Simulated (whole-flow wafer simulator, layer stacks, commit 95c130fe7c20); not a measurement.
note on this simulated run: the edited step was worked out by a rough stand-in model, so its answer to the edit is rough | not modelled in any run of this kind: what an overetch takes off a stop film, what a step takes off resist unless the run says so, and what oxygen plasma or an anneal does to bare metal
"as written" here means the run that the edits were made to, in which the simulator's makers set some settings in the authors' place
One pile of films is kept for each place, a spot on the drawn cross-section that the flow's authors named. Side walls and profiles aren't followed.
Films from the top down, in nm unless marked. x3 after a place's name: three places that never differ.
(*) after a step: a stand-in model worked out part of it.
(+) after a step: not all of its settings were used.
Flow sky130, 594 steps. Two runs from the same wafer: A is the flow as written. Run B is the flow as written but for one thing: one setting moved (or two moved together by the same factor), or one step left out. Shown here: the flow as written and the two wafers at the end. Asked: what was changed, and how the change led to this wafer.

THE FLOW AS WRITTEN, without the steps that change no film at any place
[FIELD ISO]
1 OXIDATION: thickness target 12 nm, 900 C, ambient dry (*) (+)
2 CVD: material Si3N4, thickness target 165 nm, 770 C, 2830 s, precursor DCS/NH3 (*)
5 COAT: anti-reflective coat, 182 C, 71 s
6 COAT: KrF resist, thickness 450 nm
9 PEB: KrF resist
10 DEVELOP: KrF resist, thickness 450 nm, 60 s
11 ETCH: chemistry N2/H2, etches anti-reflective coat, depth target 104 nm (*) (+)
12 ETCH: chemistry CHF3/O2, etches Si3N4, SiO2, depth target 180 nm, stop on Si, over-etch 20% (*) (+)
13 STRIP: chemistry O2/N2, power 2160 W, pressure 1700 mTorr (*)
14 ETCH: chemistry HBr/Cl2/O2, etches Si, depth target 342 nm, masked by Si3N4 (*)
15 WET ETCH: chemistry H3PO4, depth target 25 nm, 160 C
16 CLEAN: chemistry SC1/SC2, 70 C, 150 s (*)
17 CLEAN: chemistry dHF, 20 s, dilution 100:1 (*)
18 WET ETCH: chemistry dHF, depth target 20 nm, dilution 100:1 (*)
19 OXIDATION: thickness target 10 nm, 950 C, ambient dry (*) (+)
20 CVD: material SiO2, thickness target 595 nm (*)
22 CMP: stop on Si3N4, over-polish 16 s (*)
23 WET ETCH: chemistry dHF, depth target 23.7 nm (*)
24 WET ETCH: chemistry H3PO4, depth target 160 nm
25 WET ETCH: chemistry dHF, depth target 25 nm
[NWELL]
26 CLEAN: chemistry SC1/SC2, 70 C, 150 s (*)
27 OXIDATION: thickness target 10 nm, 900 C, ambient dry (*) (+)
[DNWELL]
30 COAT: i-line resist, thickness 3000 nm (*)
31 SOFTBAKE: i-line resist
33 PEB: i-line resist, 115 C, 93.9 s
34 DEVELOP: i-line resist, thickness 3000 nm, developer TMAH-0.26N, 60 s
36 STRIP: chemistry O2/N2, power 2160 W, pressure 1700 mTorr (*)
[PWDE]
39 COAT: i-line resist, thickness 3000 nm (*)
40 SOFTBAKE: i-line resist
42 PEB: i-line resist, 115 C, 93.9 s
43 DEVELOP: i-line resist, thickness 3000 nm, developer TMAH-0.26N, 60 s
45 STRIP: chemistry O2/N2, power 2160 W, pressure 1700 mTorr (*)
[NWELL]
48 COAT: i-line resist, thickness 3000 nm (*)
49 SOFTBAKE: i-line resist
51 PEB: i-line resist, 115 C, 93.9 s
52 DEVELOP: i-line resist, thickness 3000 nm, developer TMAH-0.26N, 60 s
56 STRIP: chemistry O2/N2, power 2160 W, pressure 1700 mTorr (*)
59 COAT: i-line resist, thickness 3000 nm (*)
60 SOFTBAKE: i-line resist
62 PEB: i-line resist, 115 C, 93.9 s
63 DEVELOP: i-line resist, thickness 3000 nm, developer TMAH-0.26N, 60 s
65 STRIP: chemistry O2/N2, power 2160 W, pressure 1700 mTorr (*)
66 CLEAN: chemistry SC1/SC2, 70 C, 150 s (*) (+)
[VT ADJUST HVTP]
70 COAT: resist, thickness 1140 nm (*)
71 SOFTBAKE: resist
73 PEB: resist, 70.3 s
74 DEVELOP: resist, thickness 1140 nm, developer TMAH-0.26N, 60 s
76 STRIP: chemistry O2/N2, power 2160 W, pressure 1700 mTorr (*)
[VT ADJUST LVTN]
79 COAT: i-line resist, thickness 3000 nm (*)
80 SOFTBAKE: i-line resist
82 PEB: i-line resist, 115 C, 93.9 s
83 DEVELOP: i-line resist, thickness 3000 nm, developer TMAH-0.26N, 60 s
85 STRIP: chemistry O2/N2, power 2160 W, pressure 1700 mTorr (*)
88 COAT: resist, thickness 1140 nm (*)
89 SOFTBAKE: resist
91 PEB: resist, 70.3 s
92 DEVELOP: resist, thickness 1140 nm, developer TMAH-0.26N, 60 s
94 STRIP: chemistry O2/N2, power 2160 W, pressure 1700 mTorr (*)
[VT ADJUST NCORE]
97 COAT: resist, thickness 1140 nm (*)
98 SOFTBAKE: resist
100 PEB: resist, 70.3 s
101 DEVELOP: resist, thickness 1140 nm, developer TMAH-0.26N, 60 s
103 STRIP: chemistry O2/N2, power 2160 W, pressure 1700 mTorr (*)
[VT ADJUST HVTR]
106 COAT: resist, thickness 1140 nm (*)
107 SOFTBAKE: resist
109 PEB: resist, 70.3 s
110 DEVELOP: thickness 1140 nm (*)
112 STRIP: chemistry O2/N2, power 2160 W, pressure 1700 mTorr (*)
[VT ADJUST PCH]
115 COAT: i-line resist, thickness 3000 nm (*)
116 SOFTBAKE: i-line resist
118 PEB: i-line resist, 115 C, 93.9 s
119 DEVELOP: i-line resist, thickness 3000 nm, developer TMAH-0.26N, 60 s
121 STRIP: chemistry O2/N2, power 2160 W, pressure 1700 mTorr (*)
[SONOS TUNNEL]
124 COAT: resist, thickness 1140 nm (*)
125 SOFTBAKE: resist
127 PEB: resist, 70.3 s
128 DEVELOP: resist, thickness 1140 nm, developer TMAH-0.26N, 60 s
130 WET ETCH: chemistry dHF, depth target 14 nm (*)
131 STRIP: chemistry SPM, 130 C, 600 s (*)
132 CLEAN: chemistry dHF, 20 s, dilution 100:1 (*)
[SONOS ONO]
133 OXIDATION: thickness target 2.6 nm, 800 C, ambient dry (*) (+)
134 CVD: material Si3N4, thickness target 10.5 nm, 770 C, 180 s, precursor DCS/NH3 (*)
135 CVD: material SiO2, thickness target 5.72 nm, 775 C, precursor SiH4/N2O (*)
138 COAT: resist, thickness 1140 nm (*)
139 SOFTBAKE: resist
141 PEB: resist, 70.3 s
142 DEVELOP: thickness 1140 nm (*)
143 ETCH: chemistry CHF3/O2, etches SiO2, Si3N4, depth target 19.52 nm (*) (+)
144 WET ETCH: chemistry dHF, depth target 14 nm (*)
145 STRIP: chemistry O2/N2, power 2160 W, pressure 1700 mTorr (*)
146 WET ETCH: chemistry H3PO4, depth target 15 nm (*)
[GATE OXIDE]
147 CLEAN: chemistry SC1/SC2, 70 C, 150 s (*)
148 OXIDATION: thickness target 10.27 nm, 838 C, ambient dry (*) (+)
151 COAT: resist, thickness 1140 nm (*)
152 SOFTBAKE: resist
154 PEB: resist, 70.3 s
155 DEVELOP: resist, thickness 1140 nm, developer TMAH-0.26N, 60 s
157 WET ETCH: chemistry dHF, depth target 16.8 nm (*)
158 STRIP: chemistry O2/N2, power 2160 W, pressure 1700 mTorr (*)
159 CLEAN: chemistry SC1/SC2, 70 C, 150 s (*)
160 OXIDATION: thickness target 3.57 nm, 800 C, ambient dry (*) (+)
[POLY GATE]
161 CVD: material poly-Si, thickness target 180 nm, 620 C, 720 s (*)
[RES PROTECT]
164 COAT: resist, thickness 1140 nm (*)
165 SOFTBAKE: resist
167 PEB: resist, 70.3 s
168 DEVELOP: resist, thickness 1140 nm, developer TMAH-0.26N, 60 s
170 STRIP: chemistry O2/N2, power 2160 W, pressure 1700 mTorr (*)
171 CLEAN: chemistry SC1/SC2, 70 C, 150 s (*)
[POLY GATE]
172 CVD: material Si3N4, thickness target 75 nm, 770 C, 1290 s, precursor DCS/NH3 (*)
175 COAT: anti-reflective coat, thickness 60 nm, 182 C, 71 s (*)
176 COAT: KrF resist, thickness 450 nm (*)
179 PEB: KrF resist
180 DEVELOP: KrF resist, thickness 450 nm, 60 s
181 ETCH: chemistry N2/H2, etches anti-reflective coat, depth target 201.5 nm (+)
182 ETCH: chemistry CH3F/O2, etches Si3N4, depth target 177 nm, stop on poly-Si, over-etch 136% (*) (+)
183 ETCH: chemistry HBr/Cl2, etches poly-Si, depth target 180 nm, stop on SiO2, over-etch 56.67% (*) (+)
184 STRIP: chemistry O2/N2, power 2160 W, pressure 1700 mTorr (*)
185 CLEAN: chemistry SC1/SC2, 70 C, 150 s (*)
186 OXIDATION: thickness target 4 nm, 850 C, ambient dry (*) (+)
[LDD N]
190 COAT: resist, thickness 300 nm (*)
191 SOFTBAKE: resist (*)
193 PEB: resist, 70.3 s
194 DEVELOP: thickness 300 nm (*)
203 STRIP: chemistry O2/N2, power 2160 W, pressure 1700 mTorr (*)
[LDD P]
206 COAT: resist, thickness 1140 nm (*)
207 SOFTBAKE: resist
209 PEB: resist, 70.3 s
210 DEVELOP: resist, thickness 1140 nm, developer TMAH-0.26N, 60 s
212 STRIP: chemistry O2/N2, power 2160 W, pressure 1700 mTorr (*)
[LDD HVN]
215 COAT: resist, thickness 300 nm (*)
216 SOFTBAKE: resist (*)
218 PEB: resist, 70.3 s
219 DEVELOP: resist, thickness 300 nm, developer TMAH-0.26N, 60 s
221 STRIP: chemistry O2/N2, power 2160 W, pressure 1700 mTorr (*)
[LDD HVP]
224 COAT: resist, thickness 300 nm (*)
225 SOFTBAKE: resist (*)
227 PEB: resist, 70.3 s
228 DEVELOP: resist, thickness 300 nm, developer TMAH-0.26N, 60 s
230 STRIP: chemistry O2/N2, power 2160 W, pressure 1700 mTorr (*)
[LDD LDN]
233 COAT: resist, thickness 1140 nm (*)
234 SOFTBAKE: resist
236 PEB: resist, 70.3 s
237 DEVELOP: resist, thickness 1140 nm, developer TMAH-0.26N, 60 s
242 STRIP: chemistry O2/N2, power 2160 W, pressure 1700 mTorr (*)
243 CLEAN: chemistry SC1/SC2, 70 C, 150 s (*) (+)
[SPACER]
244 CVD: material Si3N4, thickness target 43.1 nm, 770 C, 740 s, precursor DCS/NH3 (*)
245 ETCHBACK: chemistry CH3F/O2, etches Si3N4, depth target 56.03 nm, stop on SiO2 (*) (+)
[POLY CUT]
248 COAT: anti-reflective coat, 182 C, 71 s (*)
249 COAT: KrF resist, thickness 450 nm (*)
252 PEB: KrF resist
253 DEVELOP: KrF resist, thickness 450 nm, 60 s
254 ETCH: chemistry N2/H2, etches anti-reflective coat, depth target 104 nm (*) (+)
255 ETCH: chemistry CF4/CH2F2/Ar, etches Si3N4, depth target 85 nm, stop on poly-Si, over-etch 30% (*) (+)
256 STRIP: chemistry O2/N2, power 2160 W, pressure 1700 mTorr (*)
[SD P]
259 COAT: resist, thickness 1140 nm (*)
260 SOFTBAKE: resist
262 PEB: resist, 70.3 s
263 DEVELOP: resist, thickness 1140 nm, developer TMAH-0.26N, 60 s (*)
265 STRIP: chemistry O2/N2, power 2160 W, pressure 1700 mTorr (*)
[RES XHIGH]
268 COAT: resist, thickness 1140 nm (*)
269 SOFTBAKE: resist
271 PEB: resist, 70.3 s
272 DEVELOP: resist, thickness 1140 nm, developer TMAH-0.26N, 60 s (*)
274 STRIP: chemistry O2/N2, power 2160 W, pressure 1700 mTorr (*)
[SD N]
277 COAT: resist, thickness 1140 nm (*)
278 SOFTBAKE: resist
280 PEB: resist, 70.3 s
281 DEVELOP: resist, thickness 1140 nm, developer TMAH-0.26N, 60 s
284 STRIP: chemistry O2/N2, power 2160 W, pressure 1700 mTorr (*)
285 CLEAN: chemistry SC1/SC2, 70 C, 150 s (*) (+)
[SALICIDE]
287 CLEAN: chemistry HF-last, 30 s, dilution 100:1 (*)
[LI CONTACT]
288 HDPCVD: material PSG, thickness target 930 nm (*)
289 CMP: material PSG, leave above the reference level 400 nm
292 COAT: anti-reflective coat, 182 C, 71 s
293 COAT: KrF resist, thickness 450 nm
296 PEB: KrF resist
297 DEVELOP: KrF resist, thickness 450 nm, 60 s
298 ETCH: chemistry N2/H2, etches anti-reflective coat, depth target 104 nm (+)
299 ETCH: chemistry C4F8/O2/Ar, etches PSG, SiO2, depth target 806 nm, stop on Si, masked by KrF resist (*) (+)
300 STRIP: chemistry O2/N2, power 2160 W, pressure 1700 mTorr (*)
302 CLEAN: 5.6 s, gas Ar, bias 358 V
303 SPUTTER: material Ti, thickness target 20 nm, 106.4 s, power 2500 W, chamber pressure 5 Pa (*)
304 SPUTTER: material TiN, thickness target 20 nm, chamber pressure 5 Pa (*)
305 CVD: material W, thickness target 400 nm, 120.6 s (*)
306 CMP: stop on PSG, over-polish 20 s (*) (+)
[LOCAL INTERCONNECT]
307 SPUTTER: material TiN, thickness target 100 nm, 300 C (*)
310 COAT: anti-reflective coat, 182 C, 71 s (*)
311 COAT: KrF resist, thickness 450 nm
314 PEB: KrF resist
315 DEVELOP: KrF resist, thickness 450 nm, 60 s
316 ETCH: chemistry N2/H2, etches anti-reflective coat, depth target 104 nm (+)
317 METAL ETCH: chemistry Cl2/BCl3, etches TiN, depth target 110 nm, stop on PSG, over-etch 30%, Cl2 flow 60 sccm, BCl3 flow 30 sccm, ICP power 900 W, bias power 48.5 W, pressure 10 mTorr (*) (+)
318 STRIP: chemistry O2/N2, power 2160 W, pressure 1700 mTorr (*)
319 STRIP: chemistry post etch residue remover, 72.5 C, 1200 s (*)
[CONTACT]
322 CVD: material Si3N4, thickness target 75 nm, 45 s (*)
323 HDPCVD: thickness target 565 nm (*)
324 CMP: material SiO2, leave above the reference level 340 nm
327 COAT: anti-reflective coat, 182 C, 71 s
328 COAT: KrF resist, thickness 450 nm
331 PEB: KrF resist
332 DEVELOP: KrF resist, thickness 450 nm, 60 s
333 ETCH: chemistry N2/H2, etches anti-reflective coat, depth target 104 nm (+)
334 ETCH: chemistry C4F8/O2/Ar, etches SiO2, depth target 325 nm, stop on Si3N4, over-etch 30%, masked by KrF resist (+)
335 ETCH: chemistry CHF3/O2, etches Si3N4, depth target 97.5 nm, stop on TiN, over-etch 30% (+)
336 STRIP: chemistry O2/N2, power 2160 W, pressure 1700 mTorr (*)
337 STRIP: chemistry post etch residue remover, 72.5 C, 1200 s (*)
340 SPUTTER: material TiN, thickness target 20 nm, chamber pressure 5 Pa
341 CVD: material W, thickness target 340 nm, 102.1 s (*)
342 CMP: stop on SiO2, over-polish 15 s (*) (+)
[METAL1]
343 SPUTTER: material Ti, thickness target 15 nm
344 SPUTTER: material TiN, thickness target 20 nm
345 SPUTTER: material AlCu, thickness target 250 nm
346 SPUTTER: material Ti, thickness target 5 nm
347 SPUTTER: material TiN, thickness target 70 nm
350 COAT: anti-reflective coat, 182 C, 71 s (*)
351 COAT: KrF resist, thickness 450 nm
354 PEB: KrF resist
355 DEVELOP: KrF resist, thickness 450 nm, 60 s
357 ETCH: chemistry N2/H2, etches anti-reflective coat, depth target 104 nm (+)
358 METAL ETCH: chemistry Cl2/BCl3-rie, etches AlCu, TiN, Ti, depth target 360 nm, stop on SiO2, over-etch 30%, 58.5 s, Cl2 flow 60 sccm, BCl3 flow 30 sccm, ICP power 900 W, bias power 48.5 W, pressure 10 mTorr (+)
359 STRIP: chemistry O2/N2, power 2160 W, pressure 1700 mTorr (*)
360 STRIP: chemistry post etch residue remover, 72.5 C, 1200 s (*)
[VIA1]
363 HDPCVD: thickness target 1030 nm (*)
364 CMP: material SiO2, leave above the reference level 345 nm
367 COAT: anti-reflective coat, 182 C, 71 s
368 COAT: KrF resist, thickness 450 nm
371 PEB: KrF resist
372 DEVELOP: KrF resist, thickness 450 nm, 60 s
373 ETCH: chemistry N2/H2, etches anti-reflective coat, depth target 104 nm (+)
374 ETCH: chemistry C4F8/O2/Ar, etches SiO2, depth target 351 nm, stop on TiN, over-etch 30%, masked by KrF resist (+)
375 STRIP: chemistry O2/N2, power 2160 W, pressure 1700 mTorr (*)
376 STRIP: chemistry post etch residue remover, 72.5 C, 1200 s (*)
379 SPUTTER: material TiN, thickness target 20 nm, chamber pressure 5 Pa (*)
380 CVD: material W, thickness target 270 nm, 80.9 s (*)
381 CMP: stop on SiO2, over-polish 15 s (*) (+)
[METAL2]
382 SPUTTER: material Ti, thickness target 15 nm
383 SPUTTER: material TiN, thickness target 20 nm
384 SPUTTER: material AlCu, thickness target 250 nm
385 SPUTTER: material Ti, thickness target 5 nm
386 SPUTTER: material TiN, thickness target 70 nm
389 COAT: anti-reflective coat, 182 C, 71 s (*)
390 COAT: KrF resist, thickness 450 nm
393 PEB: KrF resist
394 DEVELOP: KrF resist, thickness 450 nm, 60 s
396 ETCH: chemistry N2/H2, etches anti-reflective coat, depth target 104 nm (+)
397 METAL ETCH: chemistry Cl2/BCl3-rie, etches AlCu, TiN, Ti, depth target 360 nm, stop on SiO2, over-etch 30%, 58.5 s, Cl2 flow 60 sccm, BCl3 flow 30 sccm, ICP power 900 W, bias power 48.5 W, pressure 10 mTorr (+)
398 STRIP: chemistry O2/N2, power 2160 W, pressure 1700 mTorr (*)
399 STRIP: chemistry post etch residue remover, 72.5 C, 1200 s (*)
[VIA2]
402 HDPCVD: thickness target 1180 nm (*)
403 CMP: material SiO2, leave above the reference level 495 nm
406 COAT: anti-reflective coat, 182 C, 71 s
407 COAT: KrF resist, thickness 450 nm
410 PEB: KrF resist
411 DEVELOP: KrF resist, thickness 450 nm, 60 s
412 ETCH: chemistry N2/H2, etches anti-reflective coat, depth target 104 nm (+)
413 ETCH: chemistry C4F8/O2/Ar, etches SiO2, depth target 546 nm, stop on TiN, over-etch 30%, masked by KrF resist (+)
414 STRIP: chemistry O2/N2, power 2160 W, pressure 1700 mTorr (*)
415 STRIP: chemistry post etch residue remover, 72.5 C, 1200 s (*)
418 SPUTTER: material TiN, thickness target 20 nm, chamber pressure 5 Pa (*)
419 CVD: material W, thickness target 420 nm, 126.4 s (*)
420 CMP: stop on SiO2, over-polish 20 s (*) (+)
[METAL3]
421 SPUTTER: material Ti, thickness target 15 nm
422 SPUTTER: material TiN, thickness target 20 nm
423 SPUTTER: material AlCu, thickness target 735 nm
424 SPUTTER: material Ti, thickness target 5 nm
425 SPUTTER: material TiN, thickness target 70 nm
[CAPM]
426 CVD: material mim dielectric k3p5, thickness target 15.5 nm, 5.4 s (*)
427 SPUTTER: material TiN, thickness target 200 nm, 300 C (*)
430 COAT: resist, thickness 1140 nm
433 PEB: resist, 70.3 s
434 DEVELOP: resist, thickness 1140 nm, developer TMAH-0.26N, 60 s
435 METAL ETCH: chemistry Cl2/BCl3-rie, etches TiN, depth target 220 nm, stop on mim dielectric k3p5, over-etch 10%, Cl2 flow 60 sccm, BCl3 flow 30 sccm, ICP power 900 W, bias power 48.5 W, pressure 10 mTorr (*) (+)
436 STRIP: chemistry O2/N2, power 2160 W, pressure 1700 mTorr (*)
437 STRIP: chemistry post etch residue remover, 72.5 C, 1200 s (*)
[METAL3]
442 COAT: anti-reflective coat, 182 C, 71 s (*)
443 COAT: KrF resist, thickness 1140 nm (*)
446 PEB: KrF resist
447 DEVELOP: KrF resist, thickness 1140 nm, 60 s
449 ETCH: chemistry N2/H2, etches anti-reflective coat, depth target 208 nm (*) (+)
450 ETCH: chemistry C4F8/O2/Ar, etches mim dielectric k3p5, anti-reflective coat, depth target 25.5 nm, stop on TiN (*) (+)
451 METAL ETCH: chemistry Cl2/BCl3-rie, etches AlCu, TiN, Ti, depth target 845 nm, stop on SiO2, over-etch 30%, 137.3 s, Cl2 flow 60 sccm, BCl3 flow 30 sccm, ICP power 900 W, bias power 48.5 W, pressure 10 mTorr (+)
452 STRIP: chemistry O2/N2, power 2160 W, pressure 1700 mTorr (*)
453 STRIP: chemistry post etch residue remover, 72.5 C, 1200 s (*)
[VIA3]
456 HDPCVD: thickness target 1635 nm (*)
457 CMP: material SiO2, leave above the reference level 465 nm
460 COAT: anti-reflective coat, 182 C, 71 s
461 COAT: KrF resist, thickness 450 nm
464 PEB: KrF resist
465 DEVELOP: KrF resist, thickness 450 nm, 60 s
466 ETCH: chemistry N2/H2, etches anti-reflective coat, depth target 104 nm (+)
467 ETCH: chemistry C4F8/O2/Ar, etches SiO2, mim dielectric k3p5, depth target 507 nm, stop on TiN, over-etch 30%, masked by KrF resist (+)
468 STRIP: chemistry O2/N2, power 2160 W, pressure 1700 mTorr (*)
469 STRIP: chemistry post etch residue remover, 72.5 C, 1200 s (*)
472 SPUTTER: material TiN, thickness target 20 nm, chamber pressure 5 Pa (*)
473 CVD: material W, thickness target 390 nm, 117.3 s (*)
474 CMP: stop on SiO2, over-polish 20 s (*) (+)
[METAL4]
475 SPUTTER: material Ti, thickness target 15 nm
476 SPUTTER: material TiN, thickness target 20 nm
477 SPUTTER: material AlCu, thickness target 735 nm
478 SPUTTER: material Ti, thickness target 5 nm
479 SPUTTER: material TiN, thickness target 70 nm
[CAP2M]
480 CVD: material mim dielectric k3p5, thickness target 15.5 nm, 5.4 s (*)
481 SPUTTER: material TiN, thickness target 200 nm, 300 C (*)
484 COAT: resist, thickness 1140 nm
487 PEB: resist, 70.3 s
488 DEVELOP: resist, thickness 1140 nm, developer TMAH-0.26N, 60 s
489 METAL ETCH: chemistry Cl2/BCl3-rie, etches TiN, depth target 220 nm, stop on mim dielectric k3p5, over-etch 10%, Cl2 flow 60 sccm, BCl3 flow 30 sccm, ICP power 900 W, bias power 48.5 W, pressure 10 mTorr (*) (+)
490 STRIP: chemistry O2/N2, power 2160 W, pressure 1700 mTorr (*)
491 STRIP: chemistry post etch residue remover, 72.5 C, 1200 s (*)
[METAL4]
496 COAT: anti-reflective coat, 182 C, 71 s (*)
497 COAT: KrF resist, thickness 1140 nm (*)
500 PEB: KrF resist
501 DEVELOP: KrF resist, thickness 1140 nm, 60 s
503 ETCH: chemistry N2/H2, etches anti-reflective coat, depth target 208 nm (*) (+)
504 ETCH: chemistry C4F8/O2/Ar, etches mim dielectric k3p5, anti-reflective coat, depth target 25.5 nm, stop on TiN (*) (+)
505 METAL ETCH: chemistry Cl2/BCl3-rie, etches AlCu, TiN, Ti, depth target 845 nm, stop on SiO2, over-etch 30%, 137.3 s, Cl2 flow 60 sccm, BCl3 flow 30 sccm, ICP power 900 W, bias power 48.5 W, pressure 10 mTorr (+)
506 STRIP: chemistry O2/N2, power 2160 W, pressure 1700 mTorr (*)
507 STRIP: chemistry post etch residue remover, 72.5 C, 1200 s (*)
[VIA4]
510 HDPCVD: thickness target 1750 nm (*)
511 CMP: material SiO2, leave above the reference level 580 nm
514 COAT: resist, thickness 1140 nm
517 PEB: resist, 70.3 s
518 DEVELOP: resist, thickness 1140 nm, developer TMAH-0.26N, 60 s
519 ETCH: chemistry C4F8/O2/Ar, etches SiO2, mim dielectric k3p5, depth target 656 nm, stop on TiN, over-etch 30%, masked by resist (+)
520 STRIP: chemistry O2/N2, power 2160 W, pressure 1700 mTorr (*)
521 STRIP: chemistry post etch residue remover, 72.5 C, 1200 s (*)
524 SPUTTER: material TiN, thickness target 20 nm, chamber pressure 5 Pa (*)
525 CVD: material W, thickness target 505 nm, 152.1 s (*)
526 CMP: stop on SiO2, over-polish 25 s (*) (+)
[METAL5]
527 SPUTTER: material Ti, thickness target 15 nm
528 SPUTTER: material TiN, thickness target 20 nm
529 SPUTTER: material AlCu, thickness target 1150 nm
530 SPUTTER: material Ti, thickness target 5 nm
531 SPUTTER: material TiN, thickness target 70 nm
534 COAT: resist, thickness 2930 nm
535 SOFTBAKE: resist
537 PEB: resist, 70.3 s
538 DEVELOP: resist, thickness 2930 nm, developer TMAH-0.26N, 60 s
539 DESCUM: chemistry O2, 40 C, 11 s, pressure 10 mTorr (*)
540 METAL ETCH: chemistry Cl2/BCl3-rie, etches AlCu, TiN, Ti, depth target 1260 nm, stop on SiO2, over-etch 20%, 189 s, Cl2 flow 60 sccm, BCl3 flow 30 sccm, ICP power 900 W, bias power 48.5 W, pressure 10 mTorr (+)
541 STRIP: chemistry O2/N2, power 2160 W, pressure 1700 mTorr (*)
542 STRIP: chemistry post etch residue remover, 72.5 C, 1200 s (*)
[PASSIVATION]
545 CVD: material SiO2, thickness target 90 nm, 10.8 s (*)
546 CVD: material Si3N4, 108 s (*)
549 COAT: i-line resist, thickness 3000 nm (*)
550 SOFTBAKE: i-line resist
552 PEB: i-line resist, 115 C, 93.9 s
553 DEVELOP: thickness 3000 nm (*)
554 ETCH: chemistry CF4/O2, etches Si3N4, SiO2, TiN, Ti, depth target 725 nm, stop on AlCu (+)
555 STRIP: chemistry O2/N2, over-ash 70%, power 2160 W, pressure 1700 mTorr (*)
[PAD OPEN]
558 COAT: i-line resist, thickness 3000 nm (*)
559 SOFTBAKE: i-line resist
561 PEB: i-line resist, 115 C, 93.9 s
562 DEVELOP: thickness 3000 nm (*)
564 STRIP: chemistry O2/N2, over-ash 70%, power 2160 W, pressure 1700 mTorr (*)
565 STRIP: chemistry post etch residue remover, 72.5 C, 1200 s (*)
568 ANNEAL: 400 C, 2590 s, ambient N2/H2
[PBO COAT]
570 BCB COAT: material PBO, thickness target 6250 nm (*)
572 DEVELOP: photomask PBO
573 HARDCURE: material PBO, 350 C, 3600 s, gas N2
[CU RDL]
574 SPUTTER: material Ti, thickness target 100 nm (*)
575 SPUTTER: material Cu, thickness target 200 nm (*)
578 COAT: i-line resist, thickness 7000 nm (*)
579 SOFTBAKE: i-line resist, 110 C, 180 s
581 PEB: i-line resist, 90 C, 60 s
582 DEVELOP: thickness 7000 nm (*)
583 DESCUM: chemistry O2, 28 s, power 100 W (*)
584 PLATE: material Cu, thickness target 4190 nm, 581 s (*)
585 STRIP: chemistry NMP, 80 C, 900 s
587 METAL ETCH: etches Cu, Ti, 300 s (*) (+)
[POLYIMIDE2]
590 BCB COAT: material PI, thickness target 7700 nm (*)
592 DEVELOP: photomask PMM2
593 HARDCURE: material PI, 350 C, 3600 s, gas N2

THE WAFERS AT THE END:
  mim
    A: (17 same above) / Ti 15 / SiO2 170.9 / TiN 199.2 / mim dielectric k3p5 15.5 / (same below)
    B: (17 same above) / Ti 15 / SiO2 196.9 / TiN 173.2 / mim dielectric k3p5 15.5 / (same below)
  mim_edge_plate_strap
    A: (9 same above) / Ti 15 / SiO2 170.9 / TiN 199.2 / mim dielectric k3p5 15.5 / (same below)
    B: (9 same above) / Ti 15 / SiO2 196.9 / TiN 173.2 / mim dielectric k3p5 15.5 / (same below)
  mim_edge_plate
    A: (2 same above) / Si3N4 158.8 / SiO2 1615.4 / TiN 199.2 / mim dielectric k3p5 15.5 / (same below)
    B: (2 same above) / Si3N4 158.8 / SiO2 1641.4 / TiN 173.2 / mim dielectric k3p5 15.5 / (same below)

The cause: step 427, SPUTTER: thickness target 174 nm was run, where the flow has thickness target 200 nm.

How the change led to this, step by step:
  427 SPUTTER: material TiN, thickness target 200 nm, 300 C (*)
      field, active, n_well and 188 more: A TiN +200 (new film) | B TiN +174 (new film)
  435 METAL ETCH: chemistry Cl2/BCl3-rie, etches TiN, depth target 220 nm, stop on mim dielectric k3p5, over-etch 10%, Cl2 flow 60 sccm, BCl3 flow 30 sccm, ICP power 900 W, bias power 48.5 W, pressure 10 mTorr (*) (+)
      field, active, n_well and 185 more: A TiN -200 (all of it) | B TiN -174 (all of it)
      mim, mim_edge_plate_strap, mim_edge_plate: A resist -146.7 | B resist -127.6
  442 COAT: anti-reflective coat, 182 C, 71 s (*)
      rpm_encl, rpm_encl_psd, rpm_encl_urpm: A anti-reflective coat +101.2 (new film) | B anti-reflective coat +103.9 (new film)
      poly_licon, rpo_hd_licon: A anti-reflective coat +57.6 (new film) | B anti-reflective coat +64.6 (new film)
      (and at 5 more places)
  443 COAT: KrF resist, thickness 1140 nm (*)
      mim_edge_plate_strap, mim_edge_plate: A KrF resist +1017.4 (new film) | B KrF resist +1043.4 (new film)
      mim: A KrF resist +1025.5 (new film) | B KrF resist +1049.4 (new film)
  449 ETCH: chemistry N2/H2, etches anti-reflective coat, depth target 208 nm (*) (+)
      rpm_encl, rpm_encl_psd, rpm_encl_urpm: A anti-reflective coat -101.2 (all of it) | B anti-reflective coat -103.9 (all of it)
      poly_licon, rpo_hd_licon: A anti-reflective coat -57.6 (all of it) | B anti-reflective coat -64.6 (all of it)
      (and at 3 more places)
  452 STRIP: chemistry O2/N2, power 2160 W, pressure 1700 mTorr (*)
      mim_edge_plate_strap, mim_edge_plate: A KrF resist -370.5 (all of it), anti-reflective coat -3 (all of it) | B KrF resist -396.5 (all of it), anti-reflective coat -3 (all of it)
      mim: A KrF resist -378.7 (all of it), anti-reflective coat -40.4 (all of it) | B KrF resist -402.5 (all of it), anti-reflective coat -34.6 (all of it)
      (and at 1 more place)
